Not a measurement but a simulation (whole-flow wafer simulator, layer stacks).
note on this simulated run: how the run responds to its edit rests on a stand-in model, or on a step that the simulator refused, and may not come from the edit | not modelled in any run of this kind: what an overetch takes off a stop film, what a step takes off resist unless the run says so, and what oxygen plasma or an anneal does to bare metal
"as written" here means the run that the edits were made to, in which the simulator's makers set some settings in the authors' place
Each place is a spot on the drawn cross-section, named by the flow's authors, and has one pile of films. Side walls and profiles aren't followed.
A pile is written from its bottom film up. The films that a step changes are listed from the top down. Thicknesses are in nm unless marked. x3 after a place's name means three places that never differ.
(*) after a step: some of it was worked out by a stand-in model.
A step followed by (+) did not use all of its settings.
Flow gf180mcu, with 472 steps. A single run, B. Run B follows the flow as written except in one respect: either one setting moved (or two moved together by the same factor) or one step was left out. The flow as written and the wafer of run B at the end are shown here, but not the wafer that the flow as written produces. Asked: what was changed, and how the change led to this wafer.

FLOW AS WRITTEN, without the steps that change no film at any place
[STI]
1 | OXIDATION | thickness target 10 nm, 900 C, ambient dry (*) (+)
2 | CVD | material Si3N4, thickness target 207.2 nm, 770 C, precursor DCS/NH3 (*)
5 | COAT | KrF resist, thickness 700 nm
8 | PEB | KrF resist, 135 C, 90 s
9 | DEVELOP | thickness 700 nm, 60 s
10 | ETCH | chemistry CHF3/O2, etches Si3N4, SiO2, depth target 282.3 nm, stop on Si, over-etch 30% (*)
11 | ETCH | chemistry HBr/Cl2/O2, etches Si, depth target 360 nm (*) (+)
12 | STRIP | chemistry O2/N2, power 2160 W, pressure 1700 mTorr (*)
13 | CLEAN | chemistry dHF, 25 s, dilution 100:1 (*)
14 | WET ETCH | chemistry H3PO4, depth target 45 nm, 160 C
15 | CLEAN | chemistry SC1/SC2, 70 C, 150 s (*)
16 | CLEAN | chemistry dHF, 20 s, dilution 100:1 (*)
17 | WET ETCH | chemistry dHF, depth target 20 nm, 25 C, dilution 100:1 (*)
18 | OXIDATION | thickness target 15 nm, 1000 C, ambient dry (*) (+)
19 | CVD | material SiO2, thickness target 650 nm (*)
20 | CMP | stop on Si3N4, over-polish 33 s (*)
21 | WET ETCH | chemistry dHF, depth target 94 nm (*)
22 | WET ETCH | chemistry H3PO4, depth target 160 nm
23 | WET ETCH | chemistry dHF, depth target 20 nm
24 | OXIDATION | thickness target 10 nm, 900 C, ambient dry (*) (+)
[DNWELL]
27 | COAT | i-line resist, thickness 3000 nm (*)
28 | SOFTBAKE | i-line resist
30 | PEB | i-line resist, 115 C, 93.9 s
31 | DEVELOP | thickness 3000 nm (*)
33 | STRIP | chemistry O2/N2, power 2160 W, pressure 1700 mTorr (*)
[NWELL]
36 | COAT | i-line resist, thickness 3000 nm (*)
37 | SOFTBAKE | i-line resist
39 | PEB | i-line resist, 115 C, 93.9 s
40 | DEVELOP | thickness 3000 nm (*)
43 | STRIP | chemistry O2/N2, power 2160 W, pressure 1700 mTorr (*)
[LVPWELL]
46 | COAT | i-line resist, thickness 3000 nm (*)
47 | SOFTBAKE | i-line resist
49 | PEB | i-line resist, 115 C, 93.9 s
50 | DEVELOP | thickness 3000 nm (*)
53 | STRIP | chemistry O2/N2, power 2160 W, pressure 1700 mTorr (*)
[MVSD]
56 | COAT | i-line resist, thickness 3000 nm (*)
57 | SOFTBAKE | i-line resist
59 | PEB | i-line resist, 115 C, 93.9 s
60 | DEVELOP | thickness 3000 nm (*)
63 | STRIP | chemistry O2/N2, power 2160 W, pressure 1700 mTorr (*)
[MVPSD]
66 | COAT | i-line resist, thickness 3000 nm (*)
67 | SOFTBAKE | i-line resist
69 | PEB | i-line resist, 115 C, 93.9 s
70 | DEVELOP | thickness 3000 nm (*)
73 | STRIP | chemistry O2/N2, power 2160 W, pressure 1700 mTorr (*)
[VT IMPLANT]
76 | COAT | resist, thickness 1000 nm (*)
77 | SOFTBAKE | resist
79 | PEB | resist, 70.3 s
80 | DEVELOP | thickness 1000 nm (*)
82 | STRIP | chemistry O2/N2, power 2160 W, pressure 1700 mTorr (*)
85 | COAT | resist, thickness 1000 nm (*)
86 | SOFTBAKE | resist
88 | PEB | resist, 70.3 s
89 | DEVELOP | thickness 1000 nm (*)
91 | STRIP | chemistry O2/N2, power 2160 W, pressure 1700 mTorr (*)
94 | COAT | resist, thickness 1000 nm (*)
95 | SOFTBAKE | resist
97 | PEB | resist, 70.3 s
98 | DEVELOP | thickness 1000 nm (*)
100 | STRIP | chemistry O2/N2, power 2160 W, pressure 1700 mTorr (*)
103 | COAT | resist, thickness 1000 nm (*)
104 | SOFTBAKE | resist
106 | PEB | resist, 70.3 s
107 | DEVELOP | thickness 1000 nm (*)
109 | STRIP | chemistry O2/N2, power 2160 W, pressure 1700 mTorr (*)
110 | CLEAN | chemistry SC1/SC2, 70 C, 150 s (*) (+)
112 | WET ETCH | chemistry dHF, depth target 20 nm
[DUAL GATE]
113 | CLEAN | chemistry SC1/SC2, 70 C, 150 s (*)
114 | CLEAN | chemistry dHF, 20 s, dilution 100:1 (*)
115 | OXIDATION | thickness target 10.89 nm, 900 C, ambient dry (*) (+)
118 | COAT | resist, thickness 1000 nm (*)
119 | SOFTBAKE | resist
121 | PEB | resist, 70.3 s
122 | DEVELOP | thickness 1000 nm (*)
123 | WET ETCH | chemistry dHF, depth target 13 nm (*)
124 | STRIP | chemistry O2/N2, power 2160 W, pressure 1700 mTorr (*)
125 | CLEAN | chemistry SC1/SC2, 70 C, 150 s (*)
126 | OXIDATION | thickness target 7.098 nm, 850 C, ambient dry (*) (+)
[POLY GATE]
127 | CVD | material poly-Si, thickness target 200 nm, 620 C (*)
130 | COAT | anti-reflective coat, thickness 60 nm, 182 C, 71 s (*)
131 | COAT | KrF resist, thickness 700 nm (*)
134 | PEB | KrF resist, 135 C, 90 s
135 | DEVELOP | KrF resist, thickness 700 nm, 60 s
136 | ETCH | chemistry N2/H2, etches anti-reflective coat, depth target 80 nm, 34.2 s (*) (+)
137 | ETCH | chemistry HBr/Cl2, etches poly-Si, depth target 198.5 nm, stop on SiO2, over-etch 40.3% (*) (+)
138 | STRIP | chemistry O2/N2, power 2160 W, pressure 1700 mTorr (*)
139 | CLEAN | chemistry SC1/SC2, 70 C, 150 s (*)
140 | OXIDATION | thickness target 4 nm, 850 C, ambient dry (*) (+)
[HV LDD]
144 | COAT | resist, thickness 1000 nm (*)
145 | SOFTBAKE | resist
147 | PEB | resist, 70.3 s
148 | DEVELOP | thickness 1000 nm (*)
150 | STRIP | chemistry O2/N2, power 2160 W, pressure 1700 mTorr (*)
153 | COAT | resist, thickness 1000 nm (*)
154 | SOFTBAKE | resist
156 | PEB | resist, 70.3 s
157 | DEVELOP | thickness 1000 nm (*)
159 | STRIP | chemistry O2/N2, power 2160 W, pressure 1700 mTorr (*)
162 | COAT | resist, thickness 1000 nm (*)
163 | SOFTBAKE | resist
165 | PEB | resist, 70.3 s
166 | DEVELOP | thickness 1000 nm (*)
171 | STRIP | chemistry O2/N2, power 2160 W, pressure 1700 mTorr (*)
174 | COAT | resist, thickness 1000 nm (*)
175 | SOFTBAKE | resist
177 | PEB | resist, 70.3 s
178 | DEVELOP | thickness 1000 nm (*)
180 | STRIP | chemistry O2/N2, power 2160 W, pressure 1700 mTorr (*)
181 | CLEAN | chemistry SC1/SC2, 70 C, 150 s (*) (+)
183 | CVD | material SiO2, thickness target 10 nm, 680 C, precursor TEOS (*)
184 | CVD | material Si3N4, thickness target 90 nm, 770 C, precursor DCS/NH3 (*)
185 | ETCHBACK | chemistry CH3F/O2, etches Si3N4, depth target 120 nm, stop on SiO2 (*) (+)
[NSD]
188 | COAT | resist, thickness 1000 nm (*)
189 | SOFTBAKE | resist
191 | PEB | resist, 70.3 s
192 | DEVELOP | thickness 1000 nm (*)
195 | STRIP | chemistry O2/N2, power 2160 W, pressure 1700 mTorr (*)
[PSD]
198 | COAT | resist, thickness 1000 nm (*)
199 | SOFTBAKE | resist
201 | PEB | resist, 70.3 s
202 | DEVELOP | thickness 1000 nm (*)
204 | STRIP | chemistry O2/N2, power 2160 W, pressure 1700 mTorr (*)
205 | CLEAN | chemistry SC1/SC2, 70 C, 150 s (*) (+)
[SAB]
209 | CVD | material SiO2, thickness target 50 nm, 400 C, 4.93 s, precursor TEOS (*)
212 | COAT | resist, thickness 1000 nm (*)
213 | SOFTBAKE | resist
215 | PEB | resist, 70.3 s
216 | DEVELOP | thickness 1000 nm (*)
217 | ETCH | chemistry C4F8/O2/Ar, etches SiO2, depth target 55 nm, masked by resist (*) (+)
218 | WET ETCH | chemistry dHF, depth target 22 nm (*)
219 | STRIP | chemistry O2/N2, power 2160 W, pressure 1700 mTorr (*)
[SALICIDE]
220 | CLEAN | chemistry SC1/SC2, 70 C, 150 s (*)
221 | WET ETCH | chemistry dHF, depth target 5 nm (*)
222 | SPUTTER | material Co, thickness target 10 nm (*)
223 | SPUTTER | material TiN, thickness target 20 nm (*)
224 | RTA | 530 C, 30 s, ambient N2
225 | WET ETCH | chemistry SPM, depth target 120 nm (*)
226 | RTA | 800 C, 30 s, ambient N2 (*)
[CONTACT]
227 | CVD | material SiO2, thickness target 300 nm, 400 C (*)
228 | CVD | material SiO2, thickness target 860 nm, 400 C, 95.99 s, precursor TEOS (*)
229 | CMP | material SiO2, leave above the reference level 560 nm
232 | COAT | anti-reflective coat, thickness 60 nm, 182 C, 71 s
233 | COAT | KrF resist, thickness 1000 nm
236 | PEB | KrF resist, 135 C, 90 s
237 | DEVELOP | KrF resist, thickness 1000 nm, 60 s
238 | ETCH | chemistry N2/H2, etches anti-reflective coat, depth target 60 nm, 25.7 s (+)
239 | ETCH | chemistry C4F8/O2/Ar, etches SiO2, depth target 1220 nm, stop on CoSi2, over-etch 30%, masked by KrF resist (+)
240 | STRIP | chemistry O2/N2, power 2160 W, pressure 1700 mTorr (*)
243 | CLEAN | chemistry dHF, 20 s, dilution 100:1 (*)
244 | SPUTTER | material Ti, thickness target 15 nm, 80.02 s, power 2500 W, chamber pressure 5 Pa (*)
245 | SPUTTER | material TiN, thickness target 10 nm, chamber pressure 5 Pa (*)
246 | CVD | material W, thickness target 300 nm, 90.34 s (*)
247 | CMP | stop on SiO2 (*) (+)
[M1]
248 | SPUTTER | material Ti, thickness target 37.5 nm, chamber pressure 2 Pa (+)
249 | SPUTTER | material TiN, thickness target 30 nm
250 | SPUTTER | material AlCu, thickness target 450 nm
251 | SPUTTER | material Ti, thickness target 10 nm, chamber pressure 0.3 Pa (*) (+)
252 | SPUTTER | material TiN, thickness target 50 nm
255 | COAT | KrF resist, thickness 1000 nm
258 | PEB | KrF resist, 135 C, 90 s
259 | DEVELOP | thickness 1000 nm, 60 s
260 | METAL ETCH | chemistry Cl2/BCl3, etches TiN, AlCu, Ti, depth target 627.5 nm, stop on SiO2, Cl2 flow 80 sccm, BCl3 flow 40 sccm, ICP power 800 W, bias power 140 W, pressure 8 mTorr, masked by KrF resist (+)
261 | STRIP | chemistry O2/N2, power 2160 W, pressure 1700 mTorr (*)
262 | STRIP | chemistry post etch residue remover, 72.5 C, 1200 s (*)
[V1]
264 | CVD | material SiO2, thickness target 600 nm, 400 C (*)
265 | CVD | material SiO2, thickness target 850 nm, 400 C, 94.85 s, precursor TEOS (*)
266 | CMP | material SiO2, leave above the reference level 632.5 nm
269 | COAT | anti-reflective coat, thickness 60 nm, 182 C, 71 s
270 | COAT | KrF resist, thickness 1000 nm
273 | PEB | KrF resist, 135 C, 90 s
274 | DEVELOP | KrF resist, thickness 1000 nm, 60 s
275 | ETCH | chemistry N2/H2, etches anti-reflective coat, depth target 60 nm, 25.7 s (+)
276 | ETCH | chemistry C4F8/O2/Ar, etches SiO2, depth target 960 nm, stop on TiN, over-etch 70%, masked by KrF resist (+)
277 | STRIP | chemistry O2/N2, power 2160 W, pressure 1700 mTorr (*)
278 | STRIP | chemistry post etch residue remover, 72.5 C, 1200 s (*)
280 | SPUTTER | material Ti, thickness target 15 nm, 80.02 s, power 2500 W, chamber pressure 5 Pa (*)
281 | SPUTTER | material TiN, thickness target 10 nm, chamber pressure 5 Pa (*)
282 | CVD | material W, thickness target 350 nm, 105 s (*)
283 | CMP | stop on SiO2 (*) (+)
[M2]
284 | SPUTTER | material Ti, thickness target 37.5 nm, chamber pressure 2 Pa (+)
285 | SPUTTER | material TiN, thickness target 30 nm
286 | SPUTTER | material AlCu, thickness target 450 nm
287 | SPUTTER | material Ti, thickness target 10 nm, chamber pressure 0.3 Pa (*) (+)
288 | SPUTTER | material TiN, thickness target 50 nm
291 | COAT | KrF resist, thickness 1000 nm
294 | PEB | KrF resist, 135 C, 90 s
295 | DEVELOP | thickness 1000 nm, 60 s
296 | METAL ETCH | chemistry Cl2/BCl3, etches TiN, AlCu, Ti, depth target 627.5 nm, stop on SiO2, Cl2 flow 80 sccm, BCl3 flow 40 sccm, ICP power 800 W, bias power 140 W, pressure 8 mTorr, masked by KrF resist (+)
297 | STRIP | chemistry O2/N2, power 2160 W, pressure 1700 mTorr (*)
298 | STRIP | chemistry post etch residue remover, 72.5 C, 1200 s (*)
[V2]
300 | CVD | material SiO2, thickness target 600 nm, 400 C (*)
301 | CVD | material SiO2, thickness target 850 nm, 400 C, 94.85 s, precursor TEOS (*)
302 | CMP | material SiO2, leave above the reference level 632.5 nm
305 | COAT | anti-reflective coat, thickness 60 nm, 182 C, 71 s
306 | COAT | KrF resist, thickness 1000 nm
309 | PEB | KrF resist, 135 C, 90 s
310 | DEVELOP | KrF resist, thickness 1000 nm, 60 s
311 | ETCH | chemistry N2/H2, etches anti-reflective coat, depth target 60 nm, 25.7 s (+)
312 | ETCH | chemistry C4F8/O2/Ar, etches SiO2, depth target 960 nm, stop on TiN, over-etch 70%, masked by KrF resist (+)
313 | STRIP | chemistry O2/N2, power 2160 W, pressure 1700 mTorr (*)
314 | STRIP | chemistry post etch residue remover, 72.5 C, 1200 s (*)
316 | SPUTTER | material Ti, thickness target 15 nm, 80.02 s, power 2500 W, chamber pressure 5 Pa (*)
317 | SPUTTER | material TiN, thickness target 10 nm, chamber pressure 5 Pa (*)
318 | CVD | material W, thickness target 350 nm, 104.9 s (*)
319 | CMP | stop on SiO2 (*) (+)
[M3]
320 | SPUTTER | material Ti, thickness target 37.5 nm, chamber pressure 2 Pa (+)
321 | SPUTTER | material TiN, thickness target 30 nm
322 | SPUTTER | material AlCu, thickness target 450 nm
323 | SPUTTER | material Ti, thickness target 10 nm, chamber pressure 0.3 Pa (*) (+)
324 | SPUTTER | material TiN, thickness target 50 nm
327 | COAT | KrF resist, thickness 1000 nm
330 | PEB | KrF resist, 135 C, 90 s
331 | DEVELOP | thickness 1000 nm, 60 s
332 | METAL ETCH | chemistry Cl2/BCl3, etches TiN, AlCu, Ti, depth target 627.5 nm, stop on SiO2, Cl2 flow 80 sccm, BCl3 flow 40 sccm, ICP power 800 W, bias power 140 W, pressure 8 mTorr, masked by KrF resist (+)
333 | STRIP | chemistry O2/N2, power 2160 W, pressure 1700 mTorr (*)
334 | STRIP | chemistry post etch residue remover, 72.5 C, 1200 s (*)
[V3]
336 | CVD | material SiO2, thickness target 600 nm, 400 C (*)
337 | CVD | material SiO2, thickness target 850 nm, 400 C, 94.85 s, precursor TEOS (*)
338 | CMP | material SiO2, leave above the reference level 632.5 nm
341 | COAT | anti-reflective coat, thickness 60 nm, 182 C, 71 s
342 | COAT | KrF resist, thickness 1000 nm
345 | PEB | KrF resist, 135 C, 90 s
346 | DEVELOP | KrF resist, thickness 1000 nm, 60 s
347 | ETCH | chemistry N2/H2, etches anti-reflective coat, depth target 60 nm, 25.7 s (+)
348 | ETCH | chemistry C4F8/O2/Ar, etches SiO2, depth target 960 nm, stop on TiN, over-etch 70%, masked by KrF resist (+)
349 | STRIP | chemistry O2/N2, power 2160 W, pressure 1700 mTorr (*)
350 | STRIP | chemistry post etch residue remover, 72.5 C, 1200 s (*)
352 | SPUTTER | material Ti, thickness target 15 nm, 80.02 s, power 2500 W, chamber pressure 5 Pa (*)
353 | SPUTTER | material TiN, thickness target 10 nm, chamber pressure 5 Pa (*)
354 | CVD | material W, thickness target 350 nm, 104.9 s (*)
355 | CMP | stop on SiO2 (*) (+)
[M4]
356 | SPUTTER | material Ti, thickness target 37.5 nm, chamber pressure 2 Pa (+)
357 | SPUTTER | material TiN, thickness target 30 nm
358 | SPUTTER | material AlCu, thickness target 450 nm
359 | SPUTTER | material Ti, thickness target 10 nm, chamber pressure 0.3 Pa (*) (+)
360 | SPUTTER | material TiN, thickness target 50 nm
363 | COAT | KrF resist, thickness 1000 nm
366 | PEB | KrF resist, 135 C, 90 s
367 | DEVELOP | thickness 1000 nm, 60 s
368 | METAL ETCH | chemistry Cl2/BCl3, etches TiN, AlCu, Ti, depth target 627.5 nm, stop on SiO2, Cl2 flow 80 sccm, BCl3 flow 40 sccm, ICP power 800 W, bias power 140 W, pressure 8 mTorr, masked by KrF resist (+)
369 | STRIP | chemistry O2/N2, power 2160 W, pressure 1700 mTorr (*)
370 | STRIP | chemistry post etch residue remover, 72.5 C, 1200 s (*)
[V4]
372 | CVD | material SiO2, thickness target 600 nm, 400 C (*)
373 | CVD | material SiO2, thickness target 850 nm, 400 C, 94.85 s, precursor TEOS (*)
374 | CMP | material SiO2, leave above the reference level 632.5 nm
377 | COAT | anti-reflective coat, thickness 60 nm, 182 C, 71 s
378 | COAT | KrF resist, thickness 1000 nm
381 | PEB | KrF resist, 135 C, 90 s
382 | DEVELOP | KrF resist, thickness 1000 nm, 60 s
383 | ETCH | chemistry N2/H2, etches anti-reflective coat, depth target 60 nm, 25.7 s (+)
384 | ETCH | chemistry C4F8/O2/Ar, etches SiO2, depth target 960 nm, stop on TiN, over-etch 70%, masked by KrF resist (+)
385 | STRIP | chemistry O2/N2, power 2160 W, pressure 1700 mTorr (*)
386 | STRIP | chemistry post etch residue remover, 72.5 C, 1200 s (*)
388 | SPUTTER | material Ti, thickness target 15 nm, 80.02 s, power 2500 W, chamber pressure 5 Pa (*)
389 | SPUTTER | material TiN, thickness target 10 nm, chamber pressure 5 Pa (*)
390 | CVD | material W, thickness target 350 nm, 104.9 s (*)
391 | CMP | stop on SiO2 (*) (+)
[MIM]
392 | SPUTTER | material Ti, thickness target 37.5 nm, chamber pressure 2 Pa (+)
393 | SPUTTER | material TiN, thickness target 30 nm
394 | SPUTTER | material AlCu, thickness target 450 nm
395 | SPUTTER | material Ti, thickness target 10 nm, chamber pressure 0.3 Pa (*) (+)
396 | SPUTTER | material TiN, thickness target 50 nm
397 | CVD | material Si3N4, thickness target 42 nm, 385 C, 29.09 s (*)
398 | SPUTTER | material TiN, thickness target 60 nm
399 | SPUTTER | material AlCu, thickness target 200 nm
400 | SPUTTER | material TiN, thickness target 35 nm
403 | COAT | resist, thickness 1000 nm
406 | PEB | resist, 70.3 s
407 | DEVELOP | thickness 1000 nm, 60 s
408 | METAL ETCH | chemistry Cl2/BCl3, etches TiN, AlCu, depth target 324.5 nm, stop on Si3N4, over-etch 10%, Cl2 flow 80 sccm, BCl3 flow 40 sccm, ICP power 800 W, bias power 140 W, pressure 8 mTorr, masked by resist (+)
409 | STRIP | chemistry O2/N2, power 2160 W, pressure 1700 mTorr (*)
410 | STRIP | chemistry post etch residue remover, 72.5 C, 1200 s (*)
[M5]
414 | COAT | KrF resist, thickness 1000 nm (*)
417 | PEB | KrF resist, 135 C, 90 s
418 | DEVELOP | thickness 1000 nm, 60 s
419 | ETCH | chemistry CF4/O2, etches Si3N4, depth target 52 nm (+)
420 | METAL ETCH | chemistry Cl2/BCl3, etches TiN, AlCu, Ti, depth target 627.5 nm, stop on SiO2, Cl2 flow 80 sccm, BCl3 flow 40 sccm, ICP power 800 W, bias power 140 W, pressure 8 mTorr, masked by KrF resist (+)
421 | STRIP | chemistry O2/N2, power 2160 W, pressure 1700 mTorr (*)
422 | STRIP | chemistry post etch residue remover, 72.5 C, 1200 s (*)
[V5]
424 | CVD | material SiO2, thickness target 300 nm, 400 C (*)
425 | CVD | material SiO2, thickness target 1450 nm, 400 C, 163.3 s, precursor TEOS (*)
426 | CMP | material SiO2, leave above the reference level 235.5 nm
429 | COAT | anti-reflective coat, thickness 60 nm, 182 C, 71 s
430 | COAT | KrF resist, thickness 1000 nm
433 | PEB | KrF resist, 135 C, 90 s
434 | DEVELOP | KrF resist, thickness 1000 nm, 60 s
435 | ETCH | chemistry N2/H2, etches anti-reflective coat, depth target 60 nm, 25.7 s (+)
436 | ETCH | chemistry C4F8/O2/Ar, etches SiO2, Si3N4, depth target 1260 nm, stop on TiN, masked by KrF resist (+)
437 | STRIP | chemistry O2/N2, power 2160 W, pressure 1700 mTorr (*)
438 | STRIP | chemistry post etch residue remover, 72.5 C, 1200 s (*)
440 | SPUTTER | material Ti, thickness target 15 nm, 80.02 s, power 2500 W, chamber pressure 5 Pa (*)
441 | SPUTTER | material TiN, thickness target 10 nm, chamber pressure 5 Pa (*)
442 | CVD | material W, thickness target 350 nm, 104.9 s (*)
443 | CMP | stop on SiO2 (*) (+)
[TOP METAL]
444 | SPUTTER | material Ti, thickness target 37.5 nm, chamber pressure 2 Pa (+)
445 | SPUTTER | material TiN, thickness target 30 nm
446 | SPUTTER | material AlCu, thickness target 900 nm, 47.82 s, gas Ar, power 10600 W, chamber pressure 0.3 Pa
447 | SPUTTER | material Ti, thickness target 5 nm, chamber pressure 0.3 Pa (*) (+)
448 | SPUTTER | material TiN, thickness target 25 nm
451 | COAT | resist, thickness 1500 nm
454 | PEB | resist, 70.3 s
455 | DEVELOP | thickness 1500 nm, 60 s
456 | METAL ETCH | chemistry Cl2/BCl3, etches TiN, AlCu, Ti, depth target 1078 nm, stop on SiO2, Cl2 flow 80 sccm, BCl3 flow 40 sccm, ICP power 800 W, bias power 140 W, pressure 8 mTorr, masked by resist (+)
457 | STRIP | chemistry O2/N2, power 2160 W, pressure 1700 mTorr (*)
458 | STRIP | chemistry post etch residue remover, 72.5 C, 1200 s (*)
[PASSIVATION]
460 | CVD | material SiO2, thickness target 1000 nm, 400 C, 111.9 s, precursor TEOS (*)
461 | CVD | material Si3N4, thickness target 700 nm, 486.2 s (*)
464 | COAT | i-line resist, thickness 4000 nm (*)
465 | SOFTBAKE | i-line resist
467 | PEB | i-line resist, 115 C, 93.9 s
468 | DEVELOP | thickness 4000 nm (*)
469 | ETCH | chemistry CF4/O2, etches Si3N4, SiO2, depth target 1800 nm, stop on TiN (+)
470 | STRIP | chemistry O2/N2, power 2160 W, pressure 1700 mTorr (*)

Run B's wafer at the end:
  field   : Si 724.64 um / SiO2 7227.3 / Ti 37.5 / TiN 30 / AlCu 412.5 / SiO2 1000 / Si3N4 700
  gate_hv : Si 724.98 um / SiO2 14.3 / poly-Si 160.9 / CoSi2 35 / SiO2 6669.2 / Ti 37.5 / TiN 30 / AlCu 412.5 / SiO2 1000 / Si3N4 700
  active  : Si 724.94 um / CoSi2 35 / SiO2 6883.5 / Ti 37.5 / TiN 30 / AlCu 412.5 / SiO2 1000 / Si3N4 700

Cause: step 456, METAL ETCH: depth target 511.8 nm was run, whereas the flow has depth target 1078 nm.

The path from the change to this, step by step:
  456 | METAL ETCH | chemistry Cl2/BCl3, etches TiN, AlCu, Ti, depth target 1078 nm, stop on SiO2, Cl2 flow 80 sccm, BCl3 flow 40 sccm, ICP power 800 W, bias power 140 W, pressure 8 mTorr, masked by resist (+)
      field, field__w1, field__w2 and 103 more: -25 TiN (all of it), -5 Ti (all of it), -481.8 AlCu (as written it would have been: -25 TiN (all of it), -5 Ti (all of it), -900 AlCu (all of it), -30 TiN (all of it), -37.5 Ti (all of it))
      field__w8, contact, m1, m1__w1, pad, m1_nw: -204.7 resist (as written it would have been: -431 resist)
  457 | STRIP | chemistry O2/N2, power 2160 W, pressure 1700 mTorr (*)
      field__w8, contact, m1, m1__w1, pad, m1_nw: -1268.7 resist (all of it) (as written it would have been: -1042.5 resist (all of it))
  458 | STRIP | chemistry post etch residue remover, 72.5 C, 1200 s (*)
      field, field__w1, field__w2 and 103 more: -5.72 AlCu (as written it would have been: nothing)
  460 | CVD | material SiO2, thickness target 1000 nm, 400 C, 111.9 s, precursor TEOS (*)
      field, field__w1, field__w2 and 103 more: +1000 SiO2 (new film) (as written it would have been: +1000 SiO2)
  464 | COAT | i-line resist, thickness 4000 nm (*)
      field: +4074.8 i-line resist (new film) (as written it would have been: +4171.5 i-line resist (new film))
      field__w8: +3522.9 i-line resist (new film) (as written it would have been: +3093.1 i-line resist (new film))
      (as well as at 11 more places)
  465 | SOFTBAKE | i-line resist
      gate: -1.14 i-line resist (as written it would have been: +1.79 i-line resist)
      ld_fp_p, ld_drift_p: +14 i-line resist (as written it would have been: +33.8 i-line resist)
      (as well as at 66 more places)
  467 | PEB | i-line resist, 115 C, 93.9 s
      field__w8, m1__w1: -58 i-line resist (as written it would have been: -49.2 i-line resist)
      contact, m1: -58.2 i-line resist (as written it would have been: -49.6 i-line resist)
      (as well as at 2 more places)
  468 | DEVELOP | thickness 4000 nm (*)
      pad: -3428 i-line resist (all of it) (as written it would have been: -2960.4 i-line resist (all of it))
  470 | STRIP | chemistry O2/N2, power 2160 W, pressure 1700 mTorr (*)
      field__w8, m1__w1: -2236.1 i-line resist (all of it) (as written it would have been: -1775.9 i-line resist (all of it))
      contact: -2244.6 i-line resist (all of it) (as written it would have been: -1798.3 i-line resist (all of it))
      (as well as at 2 more places)
Taking metal films that touch as one body, field has 1 body; the flow as written gives 0 bodies.
Taking metal films that touch as one body, gate_hv has 2 bodies (between them, from the top down: SiO2 6669.2); the flow as written gives 1 body.
Taking metal films that touch as one body, active has 2 bodies (between them, from the top down: SiO2 6883.5); the flow as written gives 1 body.
